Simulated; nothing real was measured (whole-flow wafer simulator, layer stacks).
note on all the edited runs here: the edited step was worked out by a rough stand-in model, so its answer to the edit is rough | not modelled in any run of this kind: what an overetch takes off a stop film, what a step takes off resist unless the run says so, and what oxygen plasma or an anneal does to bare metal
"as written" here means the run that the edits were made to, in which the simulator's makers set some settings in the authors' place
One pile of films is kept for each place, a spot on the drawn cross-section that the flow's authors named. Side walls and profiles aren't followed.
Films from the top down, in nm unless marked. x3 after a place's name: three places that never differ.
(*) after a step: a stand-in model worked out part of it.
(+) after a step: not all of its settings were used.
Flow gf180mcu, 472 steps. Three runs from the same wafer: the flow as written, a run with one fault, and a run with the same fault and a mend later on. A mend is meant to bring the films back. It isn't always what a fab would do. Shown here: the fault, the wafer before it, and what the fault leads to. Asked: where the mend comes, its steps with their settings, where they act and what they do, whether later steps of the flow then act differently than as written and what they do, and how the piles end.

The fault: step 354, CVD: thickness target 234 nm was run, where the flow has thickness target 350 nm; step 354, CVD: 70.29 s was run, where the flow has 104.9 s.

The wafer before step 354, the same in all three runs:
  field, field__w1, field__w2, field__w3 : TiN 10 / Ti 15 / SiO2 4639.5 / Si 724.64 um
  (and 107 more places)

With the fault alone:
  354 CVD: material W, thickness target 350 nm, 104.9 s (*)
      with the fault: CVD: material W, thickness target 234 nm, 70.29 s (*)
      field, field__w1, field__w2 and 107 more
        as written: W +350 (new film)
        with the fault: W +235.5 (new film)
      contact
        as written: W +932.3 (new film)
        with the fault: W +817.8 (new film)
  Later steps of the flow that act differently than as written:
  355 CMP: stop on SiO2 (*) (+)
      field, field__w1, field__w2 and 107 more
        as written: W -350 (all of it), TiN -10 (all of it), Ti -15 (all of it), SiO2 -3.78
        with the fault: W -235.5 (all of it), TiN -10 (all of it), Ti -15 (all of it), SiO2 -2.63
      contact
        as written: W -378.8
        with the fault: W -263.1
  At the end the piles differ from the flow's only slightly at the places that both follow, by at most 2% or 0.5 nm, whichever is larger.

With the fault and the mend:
  The mend comes after step 354.
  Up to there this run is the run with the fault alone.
  354a CVD: material W, thickness target 116 nm, 34.77 s (the flow's step 354 once more, with other settings)
      field, field__w1, field__w2 and 108 more
        W +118
  No later step of the flow acts differently than as written, at any place that is followed, by more than 2% or 0.5 nm, whichever is larger.
  At the end the piles differ from the flow's only slightly at the places that both follow, by at most 2% or 0.5 nm, whichever is larger.
